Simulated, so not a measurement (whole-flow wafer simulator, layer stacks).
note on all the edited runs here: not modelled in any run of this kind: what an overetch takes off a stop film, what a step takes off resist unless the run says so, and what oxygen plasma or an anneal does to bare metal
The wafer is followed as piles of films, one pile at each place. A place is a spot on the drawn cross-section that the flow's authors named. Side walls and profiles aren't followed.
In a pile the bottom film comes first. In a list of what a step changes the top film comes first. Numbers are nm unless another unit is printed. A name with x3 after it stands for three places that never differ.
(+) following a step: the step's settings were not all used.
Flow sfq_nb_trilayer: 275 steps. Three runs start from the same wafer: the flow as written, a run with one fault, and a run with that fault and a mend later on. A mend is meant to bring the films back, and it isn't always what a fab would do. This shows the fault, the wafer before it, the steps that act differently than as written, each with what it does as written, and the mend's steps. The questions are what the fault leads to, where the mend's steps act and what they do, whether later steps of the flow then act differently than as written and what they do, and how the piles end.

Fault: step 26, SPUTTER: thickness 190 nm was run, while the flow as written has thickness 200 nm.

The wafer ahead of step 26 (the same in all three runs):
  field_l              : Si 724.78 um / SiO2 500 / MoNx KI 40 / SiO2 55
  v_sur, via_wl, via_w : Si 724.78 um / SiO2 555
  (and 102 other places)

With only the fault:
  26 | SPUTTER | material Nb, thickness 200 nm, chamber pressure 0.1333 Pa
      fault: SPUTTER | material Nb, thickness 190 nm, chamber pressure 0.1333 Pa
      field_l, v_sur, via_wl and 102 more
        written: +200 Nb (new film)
        fault: +190 Nb (new film)
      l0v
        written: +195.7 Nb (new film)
        fault: +185.7 Nb (new film)
  Later steps of the flow acting differently than as written (4 other steps are not shown; they differ only slightly, by no more than 2% or 0.5 nm, whichever is larger):
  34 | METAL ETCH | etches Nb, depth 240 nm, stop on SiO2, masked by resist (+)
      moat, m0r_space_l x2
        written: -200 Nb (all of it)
        fault: -190 Nb (all of it)
  By the end, the piles at field_l, v_sur, via_wl and 100 more depart from the flow's by more than 2% or 0.5 nm, whichever is larger.
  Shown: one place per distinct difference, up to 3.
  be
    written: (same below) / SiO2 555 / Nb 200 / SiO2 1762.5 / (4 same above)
    fault: (same below) / SiO2 555 / Nb 190 / SiO2 1762.5 / (4 same above)
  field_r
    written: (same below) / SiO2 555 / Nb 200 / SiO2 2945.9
    fault: (same below) / SiO2 555 / Nb 190 / SiO2 2945.9
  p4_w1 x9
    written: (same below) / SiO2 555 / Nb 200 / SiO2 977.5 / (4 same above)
    fault: (same below) / SiO2 555 / Nb 190 / SiO2 977.5 / (4 same above)

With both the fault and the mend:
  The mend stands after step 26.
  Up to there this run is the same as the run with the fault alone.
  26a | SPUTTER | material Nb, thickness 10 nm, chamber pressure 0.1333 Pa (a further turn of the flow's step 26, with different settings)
      field_l, via_wl, via_w and 100 more
        +10 Nb
      v_sur
        +9.65 Nb
      lsp_r
        +9.83 Nb
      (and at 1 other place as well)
  Later steps of the flow that are run all act as written at every place that is followed, up to a difference of at most 2% or 0.5 nm, whichever is larger.
  At the end the piles are close to the flow's at the places that both follow, differing by at most 2% or 0.5 nm, whichever is larger.
